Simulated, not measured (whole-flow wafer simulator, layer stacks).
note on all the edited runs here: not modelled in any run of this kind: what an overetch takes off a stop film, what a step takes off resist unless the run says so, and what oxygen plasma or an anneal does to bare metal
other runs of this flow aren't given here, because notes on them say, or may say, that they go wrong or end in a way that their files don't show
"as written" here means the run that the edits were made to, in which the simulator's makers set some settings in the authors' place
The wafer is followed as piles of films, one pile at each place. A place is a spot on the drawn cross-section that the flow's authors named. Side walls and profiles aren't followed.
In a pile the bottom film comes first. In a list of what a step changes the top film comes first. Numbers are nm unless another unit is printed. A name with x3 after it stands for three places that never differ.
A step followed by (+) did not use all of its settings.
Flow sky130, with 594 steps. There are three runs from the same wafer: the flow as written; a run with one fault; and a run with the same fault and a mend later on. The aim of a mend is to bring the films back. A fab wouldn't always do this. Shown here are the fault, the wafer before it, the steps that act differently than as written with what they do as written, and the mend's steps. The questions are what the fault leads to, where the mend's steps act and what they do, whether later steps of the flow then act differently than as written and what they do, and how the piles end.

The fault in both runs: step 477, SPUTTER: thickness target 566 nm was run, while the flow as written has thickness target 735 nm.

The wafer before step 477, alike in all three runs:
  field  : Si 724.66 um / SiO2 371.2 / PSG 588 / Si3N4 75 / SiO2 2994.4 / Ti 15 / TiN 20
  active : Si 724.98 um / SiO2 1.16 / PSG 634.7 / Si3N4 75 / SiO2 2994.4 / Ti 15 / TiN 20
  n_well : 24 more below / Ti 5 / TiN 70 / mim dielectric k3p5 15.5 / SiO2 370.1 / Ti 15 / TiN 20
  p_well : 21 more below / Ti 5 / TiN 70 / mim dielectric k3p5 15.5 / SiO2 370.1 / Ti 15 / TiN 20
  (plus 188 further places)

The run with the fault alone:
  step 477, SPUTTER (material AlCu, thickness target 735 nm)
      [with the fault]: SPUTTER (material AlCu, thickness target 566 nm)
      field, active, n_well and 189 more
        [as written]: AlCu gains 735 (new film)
        [with the fault]: AlCu gains 566 (new film)
  Later steps of the flow acting differently than as written (4 other steps are not shown; they differ only slightly, by no more than 2% or 0.5 nm, whichever is larger):
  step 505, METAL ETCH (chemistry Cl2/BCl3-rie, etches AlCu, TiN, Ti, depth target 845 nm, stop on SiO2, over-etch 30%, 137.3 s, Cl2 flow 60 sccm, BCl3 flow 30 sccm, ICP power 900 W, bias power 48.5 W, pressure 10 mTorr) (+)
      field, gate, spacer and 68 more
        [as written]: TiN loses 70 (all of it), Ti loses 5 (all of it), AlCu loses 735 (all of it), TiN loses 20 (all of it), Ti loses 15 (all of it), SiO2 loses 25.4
        [with the fault]: TiN loses 70 (all of it), Ti loses 5 (all of it), AlCu loses 566 (all of it), TiN loses 20 (all of it), Ti loses 15 (all of it), SiO2 loses 42.2
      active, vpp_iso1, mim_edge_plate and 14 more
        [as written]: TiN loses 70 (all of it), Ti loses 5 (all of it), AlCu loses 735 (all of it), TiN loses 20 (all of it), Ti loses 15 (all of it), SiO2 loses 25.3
        [with the fault]: TiN loses 70 (all of it), Ti loses 5 (all of it), AlCu loses 566 (all of it), TiN loses 20 (all of it), Ti loses 15 (all of it), SiO2 loses 42.2
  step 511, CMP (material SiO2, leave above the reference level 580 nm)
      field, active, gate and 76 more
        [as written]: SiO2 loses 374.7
        [with the fault]: SiO2 loses 526.8
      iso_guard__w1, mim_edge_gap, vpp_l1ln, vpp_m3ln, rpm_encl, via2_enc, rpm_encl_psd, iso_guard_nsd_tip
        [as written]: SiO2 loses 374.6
        [with the fault]: SiO2 loses 526.8
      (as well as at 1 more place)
  By the end, the piles at field, active, n_well and 190 more depart from the flow's by more than 2% or 0.5 nm, whichever is larger.
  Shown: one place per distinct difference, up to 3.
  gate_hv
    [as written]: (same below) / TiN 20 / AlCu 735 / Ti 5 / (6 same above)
    [with the fault]: (same below) / TiN 20 / AlCu 566 / Ti 5 / (6 same above)
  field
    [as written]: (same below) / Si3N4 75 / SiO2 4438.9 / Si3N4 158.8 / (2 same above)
    [with the fault]: (same below) / Si3N4 75 / SiO2 4269.9 / Si3N4 158.8 / (2 same above)
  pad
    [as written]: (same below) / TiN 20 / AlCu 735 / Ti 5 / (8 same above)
    [with the fault]: (same below) / TiN 20 / AlCu 566 / Ti 5 / (8 same above)

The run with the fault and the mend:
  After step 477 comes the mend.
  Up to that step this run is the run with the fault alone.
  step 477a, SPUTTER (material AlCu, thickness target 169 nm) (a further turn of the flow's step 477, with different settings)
      field, active, n_well and 189 more
        AlCu gains 169
  Later steps of the flow that are run all act as written at every place that is followed.
  The piles end the same as the flow's at every place that both follow.
